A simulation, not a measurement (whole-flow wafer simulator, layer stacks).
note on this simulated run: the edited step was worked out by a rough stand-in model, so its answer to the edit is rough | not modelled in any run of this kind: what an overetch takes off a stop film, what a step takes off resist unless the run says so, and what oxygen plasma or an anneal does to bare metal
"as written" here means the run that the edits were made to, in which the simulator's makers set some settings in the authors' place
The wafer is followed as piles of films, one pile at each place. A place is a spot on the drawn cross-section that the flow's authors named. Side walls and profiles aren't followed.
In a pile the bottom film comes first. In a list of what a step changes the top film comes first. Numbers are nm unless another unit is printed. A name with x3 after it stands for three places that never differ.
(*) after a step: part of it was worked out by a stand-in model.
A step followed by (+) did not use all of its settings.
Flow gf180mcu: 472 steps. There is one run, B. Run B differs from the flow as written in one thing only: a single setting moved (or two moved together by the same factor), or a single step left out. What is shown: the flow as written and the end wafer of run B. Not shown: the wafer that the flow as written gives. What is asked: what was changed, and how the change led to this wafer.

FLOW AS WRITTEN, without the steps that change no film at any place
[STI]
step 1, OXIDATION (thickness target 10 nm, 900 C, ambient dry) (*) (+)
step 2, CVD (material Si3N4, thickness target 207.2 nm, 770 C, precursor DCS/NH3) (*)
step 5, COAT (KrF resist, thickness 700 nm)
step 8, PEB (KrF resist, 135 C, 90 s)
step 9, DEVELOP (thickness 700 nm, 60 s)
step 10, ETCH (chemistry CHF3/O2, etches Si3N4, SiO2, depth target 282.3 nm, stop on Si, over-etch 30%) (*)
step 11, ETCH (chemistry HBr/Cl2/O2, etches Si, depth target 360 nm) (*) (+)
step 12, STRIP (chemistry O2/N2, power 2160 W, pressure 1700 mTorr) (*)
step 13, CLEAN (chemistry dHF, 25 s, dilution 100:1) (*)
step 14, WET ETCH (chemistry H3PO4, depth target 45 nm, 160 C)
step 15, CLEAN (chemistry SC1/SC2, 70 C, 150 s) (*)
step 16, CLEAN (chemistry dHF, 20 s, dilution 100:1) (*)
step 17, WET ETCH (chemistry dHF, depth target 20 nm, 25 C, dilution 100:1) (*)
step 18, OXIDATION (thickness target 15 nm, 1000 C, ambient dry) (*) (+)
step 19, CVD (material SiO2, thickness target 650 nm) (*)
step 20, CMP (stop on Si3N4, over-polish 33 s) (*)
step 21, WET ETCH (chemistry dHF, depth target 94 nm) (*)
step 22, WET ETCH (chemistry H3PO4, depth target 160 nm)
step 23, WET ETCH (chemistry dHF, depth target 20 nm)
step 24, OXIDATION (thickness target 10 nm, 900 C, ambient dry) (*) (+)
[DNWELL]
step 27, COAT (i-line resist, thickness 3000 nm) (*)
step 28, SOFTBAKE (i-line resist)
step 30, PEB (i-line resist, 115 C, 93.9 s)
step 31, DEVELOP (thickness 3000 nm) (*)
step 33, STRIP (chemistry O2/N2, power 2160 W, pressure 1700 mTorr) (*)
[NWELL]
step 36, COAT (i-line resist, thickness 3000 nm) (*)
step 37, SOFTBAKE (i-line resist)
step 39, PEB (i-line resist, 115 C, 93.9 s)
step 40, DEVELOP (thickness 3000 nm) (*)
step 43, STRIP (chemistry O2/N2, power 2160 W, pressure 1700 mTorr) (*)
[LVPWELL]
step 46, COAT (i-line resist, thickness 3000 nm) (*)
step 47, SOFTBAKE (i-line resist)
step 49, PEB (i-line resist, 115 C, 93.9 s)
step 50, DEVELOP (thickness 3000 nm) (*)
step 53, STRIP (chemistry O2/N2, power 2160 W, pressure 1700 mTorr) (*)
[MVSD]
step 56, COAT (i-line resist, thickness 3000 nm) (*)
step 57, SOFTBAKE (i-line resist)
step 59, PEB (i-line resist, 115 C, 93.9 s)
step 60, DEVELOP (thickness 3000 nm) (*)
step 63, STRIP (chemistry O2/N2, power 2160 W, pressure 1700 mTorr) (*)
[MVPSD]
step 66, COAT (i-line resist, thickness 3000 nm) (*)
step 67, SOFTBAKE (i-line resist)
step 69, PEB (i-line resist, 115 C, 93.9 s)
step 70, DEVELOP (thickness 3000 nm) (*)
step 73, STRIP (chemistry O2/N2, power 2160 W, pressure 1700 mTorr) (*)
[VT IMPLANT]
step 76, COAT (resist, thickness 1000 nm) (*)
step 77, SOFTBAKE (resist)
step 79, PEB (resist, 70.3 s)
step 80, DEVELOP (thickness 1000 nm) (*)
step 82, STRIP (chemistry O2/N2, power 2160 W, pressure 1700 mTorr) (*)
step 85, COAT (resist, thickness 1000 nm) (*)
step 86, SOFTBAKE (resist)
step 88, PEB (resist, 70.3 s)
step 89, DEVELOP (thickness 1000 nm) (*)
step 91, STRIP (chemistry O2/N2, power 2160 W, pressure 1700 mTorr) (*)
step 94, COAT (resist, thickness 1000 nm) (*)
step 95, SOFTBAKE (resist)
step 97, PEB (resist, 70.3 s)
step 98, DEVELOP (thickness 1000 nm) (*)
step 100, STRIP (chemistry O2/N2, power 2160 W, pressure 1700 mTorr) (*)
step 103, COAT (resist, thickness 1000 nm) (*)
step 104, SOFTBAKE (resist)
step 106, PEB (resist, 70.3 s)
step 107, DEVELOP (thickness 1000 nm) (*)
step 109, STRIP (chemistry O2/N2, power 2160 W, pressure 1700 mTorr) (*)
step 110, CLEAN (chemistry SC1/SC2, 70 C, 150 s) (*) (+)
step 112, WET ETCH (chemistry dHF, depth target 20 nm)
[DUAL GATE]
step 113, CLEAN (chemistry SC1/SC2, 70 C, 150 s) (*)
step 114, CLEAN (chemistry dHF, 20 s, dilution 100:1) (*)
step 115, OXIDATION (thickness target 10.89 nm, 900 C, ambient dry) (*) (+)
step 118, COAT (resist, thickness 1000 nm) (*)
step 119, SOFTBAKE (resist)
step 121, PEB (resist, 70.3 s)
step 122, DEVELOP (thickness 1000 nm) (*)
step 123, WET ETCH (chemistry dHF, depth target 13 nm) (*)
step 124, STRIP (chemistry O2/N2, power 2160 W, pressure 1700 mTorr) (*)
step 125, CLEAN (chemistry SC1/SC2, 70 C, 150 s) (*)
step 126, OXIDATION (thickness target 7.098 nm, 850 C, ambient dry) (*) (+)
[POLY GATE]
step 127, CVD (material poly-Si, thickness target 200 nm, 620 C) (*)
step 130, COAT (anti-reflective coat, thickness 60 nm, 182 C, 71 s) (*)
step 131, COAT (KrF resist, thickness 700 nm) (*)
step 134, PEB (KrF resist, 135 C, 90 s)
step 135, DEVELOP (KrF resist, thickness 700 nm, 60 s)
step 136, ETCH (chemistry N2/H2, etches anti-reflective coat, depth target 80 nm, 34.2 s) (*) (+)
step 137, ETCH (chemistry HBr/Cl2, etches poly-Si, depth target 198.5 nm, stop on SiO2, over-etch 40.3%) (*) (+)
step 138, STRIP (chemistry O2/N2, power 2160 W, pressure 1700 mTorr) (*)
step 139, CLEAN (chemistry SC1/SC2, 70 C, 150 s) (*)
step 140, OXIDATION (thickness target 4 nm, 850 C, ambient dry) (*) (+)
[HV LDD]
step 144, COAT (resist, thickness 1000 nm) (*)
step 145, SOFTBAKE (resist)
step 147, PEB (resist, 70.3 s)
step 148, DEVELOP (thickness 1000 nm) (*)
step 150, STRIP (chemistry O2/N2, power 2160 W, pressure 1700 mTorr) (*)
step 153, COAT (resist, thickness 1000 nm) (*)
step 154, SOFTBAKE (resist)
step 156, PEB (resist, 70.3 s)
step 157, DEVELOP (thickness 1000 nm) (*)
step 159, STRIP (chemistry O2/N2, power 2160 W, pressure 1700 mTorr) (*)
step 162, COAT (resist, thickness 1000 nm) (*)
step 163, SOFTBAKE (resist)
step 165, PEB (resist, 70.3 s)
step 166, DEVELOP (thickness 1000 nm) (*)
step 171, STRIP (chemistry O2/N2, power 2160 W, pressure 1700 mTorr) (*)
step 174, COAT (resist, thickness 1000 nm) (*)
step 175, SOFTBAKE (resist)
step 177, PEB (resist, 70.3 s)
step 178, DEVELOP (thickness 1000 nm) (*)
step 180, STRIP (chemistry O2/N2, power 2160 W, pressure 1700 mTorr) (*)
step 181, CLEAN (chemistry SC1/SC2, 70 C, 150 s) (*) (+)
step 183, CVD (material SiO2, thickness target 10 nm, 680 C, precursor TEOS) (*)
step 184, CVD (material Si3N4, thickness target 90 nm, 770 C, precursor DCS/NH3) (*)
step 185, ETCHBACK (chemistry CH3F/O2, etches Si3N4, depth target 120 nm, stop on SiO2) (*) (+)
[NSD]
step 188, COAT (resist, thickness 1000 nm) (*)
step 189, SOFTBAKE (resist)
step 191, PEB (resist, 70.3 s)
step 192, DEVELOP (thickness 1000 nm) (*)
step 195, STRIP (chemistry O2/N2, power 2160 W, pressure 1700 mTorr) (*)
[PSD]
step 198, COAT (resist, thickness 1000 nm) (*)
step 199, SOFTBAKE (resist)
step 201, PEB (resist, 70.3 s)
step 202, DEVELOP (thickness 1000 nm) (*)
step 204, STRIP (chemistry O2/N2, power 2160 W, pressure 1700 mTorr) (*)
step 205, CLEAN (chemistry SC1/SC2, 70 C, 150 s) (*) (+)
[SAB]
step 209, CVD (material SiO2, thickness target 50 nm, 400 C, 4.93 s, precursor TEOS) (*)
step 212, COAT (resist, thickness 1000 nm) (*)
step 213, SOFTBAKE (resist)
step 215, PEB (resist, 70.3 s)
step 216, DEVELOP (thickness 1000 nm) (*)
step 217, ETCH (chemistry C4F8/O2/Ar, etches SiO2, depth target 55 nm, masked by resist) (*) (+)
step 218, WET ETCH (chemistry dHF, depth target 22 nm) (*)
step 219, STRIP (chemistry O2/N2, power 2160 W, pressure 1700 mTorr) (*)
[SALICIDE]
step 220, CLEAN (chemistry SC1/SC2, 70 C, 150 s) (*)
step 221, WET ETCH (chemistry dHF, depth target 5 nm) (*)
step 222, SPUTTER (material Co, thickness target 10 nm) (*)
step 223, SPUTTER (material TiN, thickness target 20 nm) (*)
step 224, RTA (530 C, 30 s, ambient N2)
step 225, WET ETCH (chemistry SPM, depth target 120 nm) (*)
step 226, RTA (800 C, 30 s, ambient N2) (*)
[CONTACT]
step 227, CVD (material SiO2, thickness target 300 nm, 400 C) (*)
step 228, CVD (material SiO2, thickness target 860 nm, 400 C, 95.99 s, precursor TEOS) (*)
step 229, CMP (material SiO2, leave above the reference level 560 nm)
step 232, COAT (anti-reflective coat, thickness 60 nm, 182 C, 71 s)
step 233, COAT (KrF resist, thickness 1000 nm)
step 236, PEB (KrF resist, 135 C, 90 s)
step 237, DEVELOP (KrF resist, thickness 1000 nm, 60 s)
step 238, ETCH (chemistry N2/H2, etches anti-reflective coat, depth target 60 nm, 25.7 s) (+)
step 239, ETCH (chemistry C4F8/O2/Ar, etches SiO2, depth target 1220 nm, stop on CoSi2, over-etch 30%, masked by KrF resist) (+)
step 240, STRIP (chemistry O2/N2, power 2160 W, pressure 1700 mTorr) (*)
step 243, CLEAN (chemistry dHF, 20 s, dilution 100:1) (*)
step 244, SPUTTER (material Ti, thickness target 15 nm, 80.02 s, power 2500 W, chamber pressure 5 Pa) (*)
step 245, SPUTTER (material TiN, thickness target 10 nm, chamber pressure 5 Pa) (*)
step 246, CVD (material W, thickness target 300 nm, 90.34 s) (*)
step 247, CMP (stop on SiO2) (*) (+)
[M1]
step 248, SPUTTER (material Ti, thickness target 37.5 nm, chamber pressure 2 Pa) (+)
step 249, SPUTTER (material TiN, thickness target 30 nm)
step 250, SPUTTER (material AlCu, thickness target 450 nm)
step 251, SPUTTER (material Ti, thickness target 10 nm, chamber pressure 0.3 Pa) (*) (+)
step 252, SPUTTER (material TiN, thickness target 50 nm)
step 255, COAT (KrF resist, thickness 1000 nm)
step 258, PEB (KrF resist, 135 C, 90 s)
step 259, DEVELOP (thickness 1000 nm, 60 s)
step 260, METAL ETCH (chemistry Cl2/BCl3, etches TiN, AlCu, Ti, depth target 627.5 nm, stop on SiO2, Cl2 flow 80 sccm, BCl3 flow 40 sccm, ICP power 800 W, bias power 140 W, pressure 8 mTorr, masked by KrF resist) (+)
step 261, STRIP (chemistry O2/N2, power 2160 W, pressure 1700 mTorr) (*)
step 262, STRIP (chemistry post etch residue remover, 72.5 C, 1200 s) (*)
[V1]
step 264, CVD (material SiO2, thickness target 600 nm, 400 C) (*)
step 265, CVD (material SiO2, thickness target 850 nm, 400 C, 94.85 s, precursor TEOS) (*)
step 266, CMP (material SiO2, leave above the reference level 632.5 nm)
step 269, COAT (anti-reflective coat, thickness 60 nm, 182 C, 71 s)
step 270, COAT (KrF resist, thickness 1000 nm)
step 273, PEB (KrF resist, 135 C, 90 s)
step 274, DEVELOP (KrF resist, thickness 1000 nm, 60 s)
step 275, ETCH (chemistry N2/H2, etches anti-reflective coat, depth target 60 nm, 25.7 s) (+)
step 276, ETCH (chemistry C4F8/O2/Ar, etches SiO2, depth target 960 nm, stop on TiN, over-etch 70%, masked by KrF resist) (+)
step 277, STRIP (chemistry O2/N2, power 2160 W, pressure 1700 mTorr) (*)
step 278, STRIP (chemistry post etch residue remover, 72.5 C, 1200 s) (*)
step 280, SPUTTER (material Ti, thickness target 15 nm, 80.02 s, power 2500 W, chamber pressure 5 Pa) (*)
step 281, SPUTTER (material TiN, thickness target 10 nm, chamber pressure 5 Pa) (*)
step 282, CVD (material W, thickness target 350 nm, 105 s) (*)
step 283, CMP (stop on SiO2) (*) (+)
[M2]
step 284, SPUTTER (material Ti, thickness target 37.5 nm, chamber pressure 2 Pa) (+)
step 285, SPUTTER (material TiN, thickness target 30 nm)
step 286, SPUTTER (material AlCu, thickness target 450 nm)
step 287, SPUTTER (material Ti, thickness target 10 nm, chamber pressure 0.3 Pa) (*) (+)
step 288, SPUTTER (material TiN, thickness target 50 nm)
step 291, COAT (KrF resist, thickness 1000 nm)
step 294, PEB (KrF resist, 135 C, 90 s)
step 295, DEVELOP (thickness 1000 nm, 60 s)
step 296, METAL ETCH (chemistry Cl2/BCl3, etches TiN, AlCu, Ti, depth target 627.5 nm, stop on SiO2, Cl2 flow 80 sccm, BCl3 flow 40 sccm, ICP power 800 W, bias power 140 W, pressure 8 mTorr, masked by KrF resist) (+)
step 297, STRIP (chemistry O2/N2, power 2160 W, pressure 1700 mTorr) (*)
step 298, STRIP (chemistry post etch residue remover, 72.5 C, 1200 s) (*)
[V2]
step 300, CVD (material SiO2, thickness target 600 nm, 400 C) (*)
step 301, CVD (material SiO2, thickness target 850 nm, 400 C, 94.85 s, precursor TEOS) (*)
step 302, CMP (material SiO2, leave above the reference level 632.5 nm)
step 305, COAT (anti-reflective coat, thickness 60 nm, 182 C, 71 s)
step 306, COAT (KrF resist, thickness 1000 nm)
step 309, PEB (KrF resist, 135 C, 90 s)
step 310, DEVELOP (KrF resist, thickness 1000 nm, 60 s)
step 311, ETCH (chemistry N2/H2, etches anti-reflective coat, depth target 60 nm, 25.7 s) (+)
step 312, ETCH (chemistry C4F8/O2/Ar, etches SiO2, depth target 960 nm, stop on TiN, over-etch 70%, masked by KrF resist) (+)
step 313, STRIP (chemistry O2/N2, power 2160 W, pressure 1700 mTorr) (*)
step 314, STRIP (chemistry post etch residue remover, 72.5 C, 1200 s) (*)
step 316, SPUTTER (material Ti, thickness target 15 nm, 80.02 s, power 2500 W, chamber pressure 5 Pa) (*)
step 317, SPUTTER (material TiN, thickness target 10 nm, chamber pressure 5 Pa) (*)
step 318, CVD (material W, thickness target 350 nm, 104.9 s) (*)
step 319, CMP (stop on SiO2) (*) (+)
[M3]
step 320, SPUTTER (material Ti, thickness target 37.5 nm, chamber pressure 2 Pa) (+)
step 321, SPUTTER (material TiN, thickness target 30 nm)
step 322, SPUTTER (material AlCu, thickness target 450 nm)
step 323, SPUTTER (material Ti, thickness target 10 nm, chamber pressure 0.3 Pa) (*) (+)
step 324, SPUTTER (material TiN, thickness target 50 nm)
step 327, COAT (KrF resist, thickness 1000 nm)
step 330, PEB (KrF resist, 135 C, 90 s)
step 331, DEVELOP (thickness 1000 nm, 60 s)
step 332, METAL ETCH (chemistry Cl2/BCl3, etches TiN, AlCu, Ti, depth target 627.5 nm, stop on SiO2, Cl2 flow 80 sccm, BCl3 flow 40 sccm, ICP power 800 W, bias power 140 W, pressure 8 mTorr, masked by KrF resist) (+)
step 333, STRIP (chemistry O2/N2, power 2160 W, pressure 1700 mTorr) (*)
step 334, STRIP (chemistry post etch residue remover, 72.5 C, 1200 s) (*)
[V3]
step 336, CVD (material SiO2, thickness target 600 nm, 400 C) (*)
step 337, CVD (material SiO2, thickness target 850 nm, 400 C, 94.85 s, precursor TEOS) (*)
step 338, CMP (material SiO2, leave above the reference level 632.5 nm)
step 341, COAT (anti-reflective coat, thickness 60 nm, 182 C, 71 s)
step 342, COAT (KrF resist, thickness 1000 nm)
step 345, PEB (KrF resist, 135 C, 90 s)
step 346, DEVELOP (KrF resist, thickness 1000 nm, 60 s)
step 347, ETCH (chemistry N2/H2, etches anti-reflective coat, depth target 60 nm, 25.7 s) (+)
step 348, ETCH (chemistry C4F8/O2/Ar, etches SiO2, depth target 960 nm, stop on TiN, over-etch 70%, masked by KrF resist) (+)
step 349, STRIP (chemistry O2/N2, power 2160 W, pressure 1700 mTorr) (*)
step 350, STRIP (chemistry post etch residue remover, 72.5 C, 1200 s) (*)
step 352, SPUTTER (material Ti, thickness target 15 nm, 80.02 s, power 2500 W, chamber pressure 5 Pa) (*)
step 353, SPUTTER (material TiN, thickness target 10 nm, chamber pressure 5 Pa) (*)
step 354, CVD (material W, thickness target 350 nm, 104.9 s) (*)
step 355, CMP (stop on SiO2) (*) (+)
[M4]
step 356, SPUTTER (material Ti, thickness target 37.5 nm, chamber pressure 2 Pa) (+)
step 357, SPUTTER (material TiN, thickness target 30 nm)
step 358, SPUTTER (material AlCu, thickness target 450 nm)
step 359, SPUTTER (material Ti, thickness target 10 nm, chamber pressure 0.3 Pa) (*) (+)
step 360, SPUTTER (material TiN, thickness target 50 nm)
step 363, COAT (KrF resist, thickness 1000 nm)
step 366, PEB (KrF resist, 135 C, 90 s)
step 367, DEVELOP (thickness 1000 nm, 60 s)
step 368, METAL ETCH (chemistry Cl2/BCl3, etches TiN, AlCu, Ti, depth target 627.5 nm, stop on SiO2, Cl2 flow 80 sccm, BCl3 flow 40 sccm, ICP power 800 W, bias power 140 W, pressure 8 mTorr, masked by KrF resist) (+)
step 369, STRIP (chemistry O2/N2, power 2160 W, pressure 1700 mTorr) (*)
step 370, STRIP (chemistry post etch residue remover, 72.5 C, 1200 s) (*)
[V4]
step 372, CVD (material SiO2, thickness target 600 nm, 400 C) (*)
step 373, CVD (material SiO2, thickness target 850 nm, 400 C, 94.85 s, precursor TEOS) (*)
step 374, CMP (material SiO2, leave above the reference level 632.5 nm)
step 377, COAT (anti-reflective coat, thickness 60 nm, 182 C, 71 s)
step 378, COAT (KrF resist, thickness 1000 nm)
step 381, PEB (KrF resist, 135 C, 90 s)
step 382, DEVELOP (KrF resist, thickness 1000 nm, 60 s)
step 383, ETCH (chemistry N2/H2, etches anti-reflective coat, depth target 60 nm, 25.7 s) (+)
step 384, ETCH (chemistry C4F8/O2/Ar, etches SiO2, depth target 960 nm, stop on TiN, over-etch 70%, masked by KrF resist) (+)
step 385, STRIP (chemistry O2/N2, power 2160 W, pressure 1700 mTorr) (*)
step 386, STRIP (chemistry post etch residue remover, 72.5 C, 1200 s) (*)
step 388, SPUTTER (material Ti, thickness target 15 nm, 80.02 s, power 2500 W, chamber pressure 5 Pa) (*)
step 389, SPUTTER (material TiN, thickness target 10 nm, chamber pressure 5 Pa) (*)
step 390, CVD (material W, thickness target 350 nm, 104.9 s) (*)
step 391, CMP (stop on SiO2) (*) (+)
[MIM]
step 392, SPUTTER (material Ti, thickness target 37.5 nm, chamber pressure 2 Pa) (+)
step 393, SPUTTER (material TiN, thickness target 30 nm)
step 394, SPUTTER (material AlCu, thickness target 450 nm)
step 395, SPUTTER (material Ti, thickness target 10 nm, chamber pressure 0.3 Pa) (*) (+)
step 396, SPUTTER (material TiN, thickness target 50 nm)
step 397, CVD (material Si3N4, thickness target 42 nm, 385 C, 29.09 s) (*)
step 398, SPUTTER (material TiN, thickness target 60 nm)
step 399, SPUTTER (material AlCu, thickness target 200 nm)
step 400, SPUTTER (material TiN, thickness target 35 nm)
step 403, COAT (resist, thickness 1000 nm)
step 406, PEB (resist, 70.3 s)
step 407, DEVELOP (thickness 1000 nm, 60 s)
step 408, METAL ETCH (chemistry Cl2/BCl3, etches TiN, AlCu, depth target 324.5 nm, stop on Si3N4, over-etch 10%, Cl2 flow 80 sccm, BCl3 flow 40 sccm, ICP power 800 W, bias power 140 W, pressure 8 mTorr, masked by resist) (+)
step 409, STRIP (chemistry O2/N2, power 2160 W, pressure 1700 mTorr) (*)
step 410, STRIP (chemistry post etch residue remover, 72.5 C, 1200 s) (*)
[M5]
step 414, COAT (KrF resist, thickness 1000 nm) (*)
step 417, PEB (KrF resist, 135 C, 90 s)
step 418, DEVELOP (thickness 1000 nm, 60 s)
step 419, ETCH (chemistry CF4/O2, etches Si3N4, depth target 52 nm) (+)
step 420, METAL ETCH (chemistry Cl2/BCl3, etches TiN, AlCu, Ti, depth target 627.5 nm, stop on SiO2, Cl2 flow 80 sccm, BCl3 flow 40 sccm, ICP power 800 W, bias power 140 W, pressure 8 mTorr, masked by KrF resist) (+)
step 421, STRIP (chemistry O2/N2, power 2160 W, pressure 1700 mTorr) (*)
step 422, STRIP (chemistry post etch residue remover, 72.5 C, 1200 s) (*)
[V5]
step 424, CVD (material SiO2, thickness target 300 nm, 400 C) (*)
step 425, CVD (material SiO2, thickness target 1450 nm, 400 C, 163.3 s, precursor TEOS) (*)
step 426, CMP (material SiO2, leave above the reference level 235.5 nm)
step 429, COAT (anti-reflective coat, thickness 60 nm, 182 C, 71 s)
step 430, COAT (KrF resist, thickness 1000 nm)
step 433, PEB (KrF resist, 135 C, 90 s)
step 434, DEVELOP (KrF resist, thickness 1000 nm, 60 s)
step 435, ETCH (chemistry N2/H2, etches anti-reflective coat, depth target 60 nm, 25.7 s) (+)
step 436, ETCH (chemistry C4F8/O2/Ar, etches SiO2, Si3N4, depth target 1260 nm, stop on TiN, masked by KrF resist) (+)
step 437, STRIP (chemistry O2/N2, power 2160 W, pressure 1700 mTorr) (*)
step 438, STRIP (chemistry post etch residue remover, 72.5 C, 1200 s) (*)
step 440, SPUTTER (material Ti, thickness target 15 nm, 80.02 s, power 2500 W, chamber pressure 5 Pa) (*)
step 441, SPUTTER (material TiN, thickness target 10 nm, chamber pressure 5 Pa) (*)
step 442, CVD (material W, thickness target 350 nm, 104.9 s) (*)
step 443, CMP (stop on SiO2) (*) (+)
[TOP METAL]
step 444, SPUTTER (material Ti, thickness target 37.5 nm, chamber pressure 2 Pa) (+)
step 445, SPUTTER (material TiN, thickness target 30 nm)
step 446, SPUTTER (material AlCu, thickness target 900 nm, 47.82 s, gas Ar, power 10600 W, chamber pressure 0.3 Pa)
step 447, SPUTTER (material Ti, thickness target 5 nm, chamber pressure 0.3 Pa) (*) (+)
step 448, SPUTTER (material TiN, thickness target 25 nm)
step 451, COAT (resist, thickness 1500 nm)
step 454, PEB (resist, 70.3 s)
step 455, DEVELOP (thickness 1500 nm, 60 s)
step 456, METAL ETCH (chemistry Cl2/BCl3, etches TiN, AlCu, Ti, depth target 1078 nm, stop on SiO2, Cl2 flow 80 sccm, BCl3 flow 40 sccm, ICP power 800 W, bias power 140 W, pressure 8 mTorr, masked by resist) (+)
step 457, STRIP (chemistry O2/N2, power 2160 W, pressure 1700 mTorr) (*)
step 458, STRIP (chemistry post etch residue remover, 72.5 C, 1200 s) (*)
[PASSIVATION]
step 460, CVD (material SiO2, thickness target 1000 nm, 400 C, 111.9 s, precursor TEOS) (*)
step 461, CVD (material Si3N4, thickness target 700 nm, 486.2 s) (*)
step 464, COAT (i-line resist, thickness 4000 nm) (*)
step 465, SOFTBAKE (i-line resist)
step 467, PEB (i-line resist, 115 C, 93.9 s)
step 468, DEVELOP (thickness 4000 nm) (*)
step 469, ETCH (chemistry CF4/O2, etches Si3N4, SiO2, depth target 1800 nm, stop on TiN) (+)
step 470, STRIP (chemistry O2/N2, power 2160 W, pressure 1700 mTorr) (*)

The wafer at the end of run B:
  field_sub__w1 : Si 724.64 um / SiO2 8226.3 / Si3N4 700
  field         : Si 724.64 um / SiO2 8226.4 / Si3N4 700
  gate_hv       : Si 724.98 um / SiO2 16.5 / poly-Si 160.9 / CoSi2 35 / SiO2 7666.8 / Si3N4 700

What caused this: step 126, OXIDATION: thickness target 9.724 nm was run, while the flow as written has thickness target 7.098 nm.

Step by step, how the change led to this:
  step 126, OXIDATION (thickness target 7.098 nm, 850 C, ambient dry) (*) (+)
      gate_hv, active_hv, active_nat and 25 more: +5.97 SiO2, -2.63 Si (as written it would have been: +3.72 SiO2, -1.64 Si)
      active, n_well, p_well and 12 more: +9.72 SiO2 (new film), -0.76 chemical SiO2 (all of it), -3.95 Si (as written it would have been: +7.1 SiO2 (new film), -0.76 chemical SiO2 (all of it), -2.79 Si)
  step 189, SOFTBAKE (resist)
      nw_enc_fld_lv__w3: -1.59 resist (as written it would have been: +2.11 resist)
  step 199, SOFTBAKE (resist)
      nw_enc_fld_lv__w3: -1.59 resist (as written it would have been: +2.11 resist)
  step 218, WET ETCH (chemistry dHF, depth target 22 nm) (*)
      active, p_well, sd_n, iso_ptap_pw, iso_ntap_nw, iso_ptap_sub, vpnp_e: -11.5 SiO2 (all of it) (as written it would have been: -9.01 SiO2 (all of it))
      ldn_tap, ldn_src, ldn_drn, ldp_tap, ldp_src, ldp_drn, ldp_gr: -18.1 SiO2 (all of it) (as written it would have been: -16 SiO2 (all of it))
      (also at 9 further places)
